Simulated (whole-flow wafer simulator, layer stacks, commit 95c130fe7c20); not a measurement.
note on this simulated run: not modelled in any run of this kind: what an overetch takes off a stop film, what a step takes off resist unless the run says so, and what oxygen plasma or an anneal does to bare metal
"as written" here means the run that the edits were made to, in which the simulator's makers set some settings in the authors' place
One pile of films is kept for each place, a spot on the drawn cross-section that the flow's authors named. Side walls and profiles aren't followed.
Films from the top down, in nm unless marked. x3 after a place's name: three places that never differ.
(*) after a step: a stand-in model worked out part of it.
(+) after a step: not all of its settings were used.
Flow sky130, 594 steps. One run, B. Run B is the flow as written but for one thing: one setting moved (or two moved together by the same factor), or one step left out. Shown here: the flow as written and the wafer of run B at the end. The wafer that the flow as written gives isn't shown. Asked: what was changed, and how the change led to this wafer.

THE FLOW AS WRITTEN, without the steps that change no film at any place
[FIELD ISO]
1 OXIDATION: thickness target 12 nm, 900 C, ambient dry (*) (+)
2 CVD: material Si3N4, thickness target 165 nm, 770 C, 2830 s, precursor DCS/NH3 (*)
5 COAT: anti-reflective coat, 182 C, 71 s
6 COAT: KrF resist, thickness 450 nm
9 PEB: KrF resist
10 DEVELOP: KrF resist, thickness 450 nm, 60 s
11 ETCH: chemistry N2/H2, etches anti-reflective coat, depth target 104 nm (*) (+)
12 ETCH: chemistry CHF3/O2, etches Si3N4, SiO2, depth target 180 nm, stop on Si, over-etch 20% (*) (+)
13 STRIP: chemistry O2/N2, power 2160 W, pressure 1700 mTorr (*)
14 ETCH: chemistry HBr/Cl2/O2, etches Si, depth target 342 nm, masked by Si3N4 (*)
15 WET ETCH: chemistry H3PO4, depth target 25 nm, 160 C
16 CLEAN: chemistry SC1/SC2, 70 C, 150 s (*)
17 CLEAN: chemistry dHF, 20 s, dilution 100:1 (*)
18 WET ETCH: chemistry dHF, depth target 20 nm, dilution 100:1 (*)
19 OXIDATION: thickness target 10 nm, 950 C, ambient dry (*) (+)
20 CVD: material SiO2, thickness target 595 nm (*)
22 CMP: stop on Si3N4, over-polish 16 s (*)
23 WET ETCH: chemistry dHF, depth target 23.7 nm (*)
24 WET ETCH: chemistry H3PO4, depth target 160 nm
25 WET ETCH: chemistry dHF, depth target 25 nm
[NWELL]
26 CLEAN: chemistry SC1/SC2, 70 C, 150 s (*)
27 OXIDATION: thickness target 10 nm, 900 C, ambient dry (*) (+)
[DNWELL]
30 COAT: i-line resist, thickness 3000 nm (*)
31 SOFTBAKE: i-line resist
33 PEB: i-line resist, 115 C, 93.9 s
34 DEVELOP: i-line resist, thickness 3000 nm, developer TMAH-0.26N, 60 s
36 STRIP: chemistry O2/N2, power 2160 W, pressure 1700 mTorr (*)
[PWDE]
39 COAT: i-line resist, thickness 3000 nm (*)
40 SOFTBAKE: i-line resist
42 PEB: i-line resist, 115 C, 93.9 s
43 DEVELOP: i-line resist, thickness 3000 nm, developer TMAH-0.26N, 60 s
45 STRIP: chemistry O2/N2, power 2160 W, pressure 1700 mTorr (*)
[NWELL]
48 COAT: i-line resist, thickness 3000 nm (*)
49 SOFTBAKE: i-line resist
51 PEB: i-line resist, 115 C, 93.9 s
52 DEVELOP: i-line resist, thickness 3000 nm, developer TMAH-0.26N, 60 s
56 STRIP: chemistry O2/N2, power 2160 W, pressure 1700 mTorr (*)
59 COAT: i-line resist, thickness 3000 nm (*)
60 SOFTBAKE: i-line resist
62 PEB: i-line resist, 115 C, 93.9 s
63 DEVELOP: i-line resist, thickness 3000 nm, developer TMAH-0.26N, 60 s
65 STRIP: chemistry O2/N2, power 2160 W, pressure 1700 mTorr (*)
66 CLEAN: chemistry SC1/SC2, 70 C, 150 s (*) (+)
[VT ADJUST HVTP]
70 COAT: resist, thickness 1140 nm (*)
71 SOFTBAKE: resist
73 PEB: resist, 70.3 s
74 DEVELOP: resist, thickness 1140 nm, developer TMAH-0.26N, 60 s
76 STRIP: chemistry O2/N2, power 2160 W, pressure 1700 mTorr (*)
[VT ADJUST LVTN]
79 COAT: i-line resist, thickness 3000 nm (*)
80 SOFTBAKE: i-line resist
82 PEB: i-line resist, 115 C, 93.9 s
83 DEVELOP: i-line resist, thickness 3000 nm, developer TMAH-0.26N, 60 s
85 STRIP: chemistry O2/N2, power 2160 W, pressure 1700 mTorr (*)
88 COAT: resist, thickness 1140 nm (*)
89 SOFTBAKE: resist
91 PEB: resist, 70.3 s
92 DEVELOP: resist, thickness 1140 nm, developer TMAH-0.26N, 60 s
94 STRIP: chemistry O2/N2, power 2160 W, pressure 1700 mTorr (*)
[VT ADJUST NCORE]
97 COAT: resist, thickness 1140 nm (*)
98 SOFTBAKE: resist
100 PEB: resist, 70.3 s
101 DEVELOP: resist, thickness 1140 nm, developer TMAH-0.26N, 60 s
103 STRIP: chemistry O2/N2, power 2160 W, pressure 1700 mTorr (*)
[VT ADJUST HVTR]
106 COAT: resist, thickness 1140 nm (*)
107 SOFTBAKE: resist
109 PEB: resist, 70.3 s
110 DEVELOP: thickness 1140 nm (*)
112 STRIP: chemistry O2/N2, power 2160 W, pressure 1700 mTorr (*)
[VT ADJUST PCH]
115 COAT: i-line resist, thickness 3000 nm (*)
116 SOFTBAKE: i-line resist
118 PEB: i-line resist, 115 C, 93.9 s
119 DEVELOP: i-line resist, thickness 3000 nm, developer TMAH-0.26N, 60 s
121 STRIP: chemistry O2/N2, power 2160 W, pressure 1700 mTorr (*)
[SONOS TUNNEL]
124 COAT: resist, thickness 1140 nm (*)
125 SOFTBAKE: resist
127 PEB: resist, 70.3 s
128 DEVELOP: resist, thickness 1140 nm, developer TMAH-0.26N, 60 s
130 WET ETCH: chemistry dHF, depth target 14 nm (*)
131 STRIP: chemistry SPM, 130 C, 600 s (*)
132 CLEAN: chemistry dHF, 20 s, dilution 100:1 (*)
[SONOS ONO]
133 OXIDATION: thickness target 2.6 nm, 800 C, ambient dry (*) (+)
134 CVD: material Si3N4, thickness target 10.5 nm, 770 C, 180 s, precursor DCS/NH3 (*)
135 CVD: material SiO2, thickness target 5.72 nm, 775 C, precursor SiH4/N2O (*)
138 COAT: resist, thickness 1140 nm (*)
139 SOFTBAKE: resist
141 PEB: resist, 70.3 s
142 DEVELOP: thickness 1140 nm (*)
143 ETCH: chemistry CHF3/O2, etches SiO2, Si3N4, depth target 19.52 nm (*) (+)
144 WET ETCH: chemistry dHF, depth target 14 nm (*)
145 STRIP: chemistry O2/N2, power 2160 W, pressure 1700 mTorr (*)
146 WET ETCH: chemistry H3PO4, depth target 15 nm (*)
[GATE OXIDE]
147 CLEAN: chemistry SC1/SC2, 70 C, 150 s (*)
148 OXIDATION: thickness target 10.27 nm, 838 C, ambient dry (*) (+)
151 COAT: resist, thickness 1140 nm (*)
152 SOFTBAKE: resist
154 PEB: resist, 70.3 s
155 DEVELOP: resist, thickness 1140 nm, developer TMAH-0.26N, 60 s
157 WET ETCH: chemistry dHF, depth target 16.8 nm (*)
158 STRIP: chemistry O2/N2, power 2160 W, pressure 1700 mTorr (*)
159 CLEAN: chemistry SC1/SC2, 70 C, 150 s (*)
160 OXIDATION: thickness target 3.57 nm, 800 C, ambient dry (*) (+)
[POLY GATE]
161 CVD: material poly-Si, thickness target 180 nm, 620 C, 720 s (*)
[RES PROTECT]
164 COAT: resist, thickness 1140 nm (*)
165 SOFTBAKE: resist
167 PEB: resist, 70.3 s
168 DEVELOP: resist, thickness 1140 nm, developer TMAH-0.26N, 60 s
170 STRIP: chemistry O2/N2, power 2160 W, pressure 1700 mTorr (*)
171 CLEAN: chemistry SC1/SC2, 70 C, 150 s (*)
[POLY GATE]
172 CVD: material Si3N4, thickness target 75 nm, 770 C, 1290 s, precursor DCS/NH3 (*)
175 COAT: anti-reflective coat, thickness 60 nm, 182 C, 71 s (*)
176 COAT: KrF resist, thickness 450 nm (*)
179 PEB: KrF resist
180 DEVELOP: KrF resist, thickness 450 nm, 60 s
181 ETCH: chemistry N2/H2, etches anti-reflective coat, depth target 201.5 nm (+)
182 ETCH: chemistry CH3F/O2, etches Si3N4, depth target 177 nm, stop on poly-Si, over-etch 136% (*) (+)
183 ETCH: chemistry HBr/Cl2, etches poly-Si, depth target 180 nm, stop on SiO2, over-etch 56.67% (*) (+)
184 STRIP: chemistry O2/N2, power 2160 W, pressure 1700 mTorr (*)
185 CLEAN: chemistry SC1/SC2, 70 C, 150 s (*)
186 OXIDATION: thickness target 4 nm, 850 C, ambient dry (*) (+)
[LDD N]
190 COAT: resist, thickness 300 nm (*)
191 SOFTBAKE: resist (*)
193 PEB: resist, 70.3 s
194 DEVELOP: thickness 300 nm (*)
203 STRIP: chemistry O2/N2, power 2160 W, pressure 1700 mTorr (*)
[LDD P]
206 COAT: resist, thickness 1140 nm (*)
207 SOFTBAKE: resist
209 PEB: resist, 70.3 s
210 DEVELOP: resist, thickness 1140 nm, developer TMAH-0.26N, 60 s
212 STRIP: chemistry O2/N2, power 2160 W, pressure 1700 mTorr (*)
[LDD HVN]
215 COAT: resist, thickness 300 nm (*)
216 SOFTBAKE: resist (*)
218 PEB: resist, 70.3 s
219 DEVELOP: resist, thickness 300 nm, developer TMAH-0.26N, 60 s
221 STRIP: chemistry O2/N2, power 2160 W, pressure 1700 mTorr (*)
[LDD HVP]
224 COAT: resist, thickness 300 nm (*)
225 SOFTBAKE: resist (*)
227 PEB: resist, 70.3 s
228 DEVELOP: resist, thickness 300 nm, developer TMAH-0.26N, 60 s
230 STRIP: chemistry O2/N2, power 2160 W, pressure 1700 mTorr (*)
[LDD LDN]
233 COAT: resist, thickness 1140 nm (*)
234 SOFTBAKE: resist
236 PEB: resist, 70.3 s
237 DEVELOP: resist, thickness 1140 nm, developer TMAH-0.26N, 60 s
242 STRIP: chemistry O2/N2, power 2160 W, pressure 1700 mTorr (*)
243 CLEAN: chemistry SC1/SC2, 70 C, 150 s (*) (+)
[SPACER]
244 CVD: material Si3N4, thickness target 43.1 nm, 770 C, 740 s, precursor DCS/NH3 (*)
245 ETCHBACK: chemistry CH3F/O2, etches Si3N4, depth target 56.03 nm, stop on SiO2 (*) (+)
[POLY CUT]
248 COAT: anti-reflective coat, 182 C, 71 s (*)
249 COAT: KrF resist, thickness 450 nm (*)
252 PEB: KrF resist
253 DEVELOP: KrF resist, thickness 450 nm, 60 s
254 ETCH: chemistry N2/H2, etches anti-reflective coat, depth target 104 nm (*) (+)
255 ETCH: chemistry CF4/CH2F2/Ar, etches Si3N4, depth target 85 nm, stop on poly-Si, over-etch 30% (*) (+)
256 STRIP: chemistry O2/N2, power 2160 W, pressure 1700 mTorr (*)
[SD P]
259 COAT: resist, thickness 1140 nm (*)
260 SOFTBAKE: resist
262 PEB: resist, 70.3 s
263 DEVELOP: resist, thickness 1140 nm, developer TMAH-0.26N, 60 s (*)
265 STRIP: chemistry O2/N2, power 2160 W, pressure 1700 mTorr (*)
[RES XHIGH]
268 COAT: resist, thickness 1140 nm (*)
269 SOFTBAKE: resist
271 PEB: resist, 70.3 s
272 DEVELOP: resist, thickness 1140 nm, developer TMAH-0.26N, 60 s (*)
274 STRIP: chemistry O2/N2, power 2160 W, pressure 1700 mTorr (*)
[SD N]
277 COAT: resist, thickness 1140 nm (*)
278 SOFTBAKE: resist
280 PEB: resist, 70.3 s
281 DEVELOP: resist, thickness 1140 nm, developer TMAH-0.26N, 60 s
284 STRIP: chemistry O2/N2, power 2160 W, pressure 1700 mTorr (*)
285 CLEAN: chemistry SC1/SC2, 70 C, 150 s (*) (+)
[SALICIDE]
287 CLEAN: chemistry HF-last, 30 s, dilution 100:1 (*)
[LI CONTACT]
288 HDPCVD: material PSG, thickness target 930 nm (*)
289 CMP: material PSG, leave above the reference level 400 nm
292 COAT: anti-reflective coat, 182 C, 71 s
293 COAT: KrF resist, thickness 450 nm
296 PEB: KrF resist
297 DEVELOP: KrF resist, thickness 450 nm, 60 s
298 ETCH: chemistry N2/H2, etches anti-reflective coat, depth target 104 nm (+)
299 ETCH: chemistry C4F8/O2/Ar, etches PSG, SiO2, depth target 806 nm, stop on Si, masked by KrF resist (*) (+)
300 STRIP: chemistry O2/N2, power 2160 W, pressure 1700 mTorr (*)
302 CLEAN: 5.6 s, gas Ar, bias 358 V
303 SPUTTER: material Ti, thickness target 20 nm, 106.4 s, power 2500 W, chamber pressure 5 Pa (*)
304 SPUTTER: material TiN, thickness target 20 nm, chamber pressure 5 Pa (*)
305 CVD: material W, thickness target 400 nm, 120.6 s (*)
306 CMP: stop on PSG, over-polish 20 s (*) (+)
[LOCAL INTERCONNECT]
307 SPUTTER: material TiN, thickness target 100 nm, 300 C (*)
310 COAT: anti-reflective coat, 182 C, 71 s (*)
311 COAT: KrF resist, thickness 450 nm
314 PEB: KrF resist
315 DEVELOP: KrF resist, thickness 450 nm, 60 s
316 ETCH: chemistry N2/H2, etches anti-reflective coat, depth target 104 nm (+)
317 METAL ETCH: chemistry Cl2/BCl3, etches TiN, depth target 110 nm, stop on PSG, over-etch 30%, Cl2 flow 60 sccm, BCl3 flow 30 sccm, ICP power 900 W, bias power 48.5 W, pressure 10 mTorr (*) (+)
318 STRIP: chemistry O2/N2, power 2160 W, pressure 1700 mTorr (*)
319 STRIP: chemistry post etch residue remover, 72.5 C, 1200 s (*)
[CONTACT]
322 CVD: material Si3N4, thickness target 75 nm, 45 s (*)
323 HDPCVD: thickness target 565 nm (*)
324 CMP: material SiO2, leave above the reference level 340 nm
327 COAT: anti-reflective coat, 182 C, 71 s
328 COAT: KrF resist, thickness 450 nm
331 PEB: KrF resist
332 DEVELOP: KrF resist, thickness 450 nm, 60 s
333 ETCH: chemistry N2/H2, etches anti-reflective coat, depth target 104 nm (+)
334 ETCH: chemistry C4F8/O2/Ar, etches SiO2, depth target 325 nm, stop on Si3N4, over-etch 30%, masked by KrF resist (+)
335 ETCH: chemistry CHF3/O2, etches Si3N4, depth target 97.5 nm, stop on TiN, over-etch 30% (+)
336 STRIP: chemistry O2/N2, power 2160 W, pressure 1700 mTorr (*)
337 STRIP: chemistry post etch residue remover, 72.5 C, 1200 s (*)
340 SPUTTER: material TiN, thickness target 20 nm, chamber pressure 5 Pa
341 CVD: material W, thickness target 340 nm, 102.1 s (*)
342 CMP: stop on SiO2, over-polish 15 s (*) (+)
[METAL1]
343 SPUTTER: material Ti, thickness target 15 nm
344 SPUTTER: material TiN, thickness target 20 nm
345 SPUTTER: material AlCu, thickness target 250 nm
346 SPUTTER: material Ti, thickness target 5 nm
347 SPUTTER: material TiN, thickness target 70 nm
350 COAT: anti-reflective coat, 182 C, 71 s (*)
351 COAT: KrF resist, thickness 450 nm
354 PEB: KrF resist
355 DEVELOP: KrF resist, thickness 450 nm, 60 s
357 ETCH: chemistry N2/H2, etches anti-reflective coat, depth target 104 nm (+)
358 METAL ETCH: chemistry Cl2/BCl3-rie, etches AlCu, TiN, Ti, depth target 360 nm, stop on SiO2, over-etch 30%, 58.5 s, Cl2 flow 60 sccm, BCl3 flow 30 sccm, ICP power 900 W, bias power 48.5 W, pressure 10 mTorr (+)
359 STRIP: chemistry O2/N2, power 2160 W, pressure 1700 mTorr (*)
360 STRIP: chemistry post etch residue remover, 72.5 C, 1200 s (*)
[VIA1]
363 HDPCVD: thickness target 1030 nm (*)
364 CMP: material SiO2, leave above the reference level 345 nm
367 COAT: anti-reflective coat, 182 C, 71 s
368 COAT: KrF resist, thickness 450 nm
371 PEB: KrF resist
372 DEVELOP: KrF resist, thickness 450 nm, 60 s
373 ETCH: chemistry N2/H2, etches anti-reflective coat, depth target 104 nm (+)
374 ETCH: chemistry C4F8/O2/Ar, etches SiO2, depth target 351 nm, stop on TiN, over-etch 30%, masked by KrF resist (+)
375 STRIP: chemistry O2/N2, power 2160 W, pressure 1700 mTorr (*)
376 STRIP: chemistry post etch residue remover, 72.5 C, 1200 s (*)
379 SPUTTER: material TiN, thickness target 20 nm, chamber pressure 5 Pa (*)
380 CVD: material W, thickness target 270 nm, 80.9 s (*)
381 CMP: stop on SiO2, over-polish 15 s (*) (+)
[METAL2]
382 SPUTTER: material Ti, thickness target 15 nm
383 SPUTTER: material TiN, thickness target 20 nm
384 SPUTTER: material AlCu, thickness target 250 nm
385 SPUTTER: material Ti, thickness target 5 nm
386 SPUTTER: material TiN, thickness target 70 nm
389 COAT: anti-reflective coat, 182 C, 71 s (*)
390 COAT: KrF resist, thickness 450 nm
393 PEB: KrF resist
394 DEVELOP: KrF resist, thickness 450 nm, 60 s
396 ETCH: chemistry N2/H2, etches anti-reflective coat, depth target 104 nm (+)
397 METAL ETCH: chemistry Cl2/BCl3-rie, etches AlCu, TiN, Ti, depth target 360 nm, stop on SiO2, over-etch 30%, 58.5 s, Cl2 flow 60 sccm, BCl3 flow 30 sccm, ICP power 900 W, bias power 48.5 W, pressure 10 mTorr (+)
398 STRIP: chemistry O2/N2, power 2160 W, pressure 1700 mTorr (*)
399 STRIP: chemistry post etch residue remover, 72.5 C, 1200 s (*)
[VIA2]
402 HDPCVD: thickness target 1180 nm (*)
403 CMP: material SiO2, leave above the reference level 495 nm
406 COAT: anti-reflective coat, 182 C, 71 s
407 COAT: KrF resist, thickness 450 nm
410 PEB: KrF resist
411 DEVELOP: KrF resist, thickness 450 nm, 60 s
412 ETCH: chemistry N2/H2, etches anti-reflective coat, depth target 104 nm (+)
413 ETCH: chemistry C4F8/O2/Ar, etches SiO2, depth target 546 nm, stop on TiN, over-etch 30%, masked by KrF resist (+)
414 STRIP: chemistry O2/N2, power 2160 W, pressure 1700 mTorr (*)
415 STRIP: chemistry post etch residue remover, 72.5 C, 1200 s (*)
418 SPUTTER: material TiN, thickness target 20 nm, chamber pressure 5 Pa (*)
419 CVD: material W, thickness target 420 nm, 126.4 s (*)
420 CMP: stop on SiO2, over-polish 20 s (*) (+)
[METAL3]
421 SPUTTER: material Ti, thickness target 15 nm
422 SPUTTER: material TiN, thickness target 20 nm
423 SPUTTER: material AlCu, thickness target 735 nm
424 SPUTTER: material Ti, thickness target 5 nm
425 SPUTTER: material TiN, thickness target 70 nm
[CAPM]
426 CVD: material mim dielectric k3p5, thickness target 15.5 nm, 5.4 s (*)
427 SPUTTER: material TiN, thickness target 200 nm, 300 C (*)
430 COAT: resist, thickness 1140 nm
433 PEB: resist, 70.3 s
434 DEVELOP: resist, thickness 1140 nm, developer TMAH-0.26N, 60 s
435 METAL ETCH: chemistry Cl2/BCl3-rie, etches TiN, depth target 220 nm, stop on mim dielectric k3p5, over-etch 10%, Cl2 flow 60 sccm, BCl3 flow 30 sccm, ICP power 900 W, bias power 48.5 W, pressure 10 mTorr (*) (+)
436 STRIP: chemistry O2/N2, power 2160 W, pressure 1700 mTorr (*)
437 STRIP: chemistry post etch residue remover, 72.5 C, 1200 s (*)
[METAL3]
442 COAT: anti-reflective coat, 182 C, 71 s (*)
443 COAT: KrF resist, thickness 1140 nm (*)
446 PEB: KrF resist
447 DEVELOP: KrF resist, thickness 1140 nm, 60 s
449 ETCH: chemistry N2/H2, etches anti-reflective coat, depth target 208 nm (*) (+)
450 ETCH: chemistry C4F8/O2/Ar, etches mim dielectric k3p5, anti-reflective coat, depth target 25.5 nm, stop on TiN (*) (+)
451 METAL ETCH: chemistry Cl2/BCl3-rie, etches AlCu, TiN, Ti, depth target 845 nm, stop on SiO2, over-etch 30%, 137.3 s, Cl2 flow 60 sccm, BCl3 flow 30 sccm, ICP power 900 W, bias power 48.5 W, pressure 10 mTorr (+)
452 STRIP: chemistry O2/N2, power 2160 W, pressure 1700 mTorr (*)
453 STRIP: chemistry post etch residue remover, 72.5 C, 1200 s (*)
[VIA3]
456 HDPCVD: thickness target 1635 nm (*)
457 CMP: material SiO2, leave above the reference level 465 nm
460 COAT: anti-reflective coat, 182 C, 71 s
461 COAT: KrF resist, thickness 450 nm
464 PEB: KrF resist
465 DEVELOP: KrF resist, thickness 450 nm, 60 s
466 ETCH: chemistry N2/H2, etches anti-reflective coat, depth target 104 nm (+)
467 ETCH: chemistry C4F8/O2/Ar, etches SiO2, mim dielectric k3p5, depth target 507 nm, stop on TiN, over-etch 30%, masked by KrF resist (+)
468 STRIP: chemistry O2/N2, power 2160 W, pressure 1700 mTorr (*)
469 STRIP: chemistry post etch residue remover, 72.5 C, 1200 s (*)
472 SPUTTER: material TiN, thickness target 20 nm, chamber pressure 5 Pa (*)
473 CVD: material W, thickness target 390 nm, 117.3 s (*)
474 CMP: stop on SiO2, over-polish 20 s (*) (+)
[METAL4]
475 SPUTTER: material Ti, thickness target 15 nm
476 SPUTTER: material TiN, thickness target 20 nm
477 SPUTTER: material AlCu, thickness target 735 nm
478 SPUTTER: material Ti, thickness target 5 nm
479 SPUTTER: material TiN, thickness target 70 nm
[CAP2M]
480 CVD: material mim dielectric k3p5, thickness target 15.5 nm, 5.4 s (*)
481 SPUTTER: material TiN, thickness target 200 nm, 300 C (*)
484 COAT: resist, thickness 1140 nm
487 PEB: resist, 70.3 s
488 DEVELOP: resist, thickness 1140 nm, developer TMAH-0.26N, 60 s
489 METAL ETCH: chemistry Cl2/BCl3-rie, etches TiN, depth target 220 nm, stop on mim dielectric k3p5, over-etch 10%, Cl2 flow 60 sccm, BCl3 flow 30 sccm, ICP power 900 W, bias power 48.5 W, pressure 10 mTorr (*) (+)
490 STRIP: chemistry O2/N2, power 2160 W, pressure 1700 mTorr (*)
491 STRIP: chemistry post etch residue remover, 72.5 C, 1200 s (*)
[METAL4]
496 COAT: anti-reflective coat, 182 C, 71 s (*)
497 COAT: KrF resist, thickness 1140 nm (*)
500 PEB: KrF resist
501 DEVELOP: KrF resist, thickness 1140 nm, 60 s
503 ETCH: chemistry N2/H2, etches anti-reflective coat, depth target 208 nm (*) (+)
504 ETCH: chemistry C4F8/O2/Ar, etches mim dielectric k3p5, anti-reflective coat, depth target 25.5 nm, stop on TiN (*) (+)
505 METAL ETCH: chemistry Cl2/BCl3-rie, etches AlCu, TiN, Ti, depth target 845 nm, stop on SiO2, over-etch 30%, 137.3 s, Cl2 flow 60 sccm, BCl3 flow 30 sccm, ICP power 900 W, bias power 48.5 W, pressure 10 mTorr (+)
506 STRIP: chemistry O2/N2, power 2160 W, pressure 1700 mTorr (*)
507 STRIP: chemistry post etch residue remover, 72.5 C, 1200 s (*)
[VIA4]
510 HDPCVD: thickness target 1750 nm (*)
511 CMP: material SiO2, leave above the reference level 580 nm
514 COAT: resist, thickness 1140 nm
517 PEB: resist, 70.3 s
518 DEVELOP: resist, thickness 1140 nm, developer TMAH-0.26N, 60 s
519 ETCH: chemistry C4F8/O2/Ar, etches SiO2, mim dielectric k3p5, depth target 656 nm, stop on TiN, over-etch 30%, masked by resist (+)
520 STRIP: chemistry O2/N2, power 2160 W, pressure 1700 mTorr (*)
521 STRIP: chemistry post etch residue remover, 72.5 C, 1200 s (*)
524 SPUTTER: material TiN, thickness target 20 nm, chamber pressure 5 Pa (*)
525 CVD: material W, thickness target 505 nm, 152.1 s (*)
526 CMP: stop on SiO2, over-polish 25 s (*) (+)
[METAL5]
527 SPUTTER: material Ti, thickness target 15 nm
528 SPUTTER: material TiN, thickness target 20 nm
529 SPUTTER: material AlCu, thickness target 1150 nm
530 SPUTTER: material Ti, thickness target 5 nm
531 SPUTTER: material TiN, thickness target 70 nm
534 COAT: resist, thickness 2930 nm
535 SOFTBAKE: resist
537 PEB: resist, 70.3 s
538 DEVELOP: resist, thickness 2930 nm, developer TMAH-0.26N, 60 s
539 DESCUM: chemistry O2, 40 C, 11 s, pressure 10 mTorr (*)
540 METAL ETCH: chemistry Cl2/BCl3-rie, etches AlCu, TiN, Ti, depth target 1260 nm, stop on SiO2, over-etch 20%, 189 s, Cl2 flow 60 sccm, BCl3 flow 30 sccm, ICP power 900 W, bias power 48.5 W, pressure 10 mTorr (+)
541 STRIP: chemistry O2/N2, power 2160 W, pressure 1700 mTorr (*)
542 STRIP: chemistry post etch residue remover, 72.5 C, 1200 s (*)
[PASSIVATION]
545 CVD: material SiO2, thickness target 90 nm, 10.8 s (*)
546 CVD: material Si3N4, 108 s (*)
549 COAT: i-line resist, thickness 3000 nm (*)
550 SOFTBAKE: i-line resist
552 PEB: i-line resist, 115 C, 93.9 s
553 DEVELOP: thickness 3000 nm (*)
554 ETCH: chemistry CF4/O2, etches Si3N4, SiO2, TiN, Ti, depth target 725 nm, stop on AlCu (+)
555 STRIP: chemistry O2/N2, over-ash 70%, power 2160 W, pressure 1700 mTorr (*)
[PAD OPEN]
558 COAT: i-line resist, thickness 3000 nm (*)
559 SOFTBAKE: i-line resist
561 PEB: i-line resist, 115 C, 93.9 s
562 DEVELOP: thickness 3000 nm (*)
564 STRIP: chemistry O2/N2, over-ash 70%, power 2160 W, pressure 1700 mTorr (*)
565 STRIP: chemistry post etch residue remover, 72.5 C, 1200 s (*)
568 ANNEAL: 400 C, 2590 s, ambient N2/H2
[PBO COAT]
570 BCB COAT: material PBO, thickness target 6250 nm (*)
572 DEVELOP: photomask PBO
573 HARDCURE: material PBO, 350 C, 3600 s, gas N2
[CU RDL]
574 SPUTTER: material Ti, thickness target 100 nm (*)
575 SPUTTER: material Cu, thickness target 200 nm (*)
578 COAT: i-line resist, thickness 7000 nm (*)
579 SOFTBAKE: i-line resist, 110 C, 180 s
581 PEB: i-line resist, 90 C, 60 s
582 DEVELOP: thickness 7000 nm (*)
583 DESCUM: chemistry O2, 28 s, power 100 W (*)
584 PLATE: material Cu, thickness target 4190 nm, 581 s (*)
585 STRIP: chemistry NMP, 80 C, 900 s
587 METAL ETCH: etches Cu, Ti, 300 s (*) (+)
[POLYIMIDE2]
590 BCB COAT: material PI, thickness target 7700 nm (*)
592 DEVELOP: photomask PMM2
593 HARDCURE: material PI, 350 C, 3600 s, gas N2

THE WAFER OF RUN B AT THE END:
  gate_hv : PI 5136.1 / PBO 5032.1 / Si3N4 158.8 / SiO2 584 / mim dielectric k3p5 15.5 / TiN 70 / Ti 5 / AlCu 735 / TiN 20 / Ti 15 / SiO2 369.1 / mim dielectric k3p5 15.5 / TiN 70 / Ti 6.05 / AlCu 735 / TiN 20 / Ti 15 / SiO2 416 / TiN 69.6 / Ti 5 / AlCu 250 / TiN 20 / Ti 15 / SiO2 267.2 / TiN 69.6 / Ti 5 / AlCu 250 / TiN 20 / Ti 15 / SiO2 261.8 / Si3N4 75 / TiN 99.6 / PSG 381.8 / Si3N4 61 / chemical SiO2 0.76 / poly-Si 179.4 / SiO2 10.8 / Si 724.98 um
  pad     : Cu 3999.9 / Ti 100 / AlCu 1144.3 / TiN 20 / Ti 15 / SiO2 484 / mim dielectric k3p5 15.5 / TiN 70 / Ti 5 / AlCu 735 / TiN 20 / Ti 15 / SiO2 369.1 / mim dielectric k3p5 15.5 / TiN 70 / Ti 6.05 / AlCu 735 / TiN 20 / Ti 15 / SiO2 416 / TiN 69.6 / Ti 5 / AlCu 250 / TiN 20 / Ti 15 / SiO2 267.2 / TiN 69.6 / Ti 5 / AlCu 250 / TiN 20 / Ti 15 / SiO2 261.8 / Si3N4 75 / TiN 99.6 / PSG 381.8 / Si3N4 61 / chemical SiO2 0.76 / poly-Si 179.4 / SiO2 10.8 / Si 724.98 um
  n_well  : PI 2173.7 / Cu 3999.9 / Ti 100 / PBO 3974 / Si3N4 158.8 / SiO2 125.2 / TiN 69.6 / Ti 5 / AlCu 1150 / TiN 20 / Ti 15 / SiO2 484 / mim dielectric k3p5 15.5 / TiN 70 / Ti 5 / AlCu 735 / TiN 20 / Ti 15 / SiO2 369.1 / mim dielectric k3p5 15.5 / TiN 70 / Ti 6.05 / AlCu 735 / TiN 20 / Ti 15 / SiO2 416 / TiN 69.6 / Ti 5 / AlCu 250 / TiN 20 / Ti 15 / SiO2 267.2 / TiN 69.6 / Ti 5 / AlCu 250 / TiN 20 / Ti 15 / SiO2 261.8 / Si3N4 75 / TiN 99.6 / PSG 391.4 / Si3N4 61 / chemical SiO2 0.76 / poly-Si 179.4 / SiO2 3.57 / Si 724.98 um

The cause: step 424, SPUTTER: thickness target 6.05 nm was run, where the flow has thickness target 5 nm.
It can be read off the wafer: gate_hv has Ti 6.05, and step 424 as written asks for 5 nm.

How the change led to this, step by step:
  424 SPUTTER: material Ti, thickness target 5 nm
      field, active, n_well and 188 more: Ti +6.05 (new film) (as written it would be: Ti +5 (new film))
  451 METAL ETCH: chemistry Cl2/BCl3-rie, etches AlCu, TiN, Ti, depth target 845 nm, stop on SiO2, over-etch 30%, 137.3 s, Cl2 flow 60 sccm, BCl3 flow 30 sccm, ICP power 900 W, bias power 48.5 W, pressure 10 mTorr (+)
      field, gate, spacer and 68 more: TiN -70 (all of it), Ti -6.05 (all of it), AlCu -735 (all of it), TiN -20 (all of it), Ti -15 (all of it), SiO2 -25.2 (as written it would be: TiN -70 (all of it), Ti -5 (all of it), AlCu -735 (all of it), TiN -20 (all of it), Ti -15 (all of it), SiO2 -25.4)
      active, vpp_ln, vpp_iso2 and 11 more: TiN -70 (all of it), Ti -6.05 (all of it), AlCu -735 (all of it), TiN -20 (all of it), Ti -15 (all of it), SiO2 -25.2 (as written it would be: TiN -70 (all of it), Ti -5 (all of it), AlCu -735 (all of it), TiN -20 (all of it), Ti -15 (all of it), SiO2 -25.3)
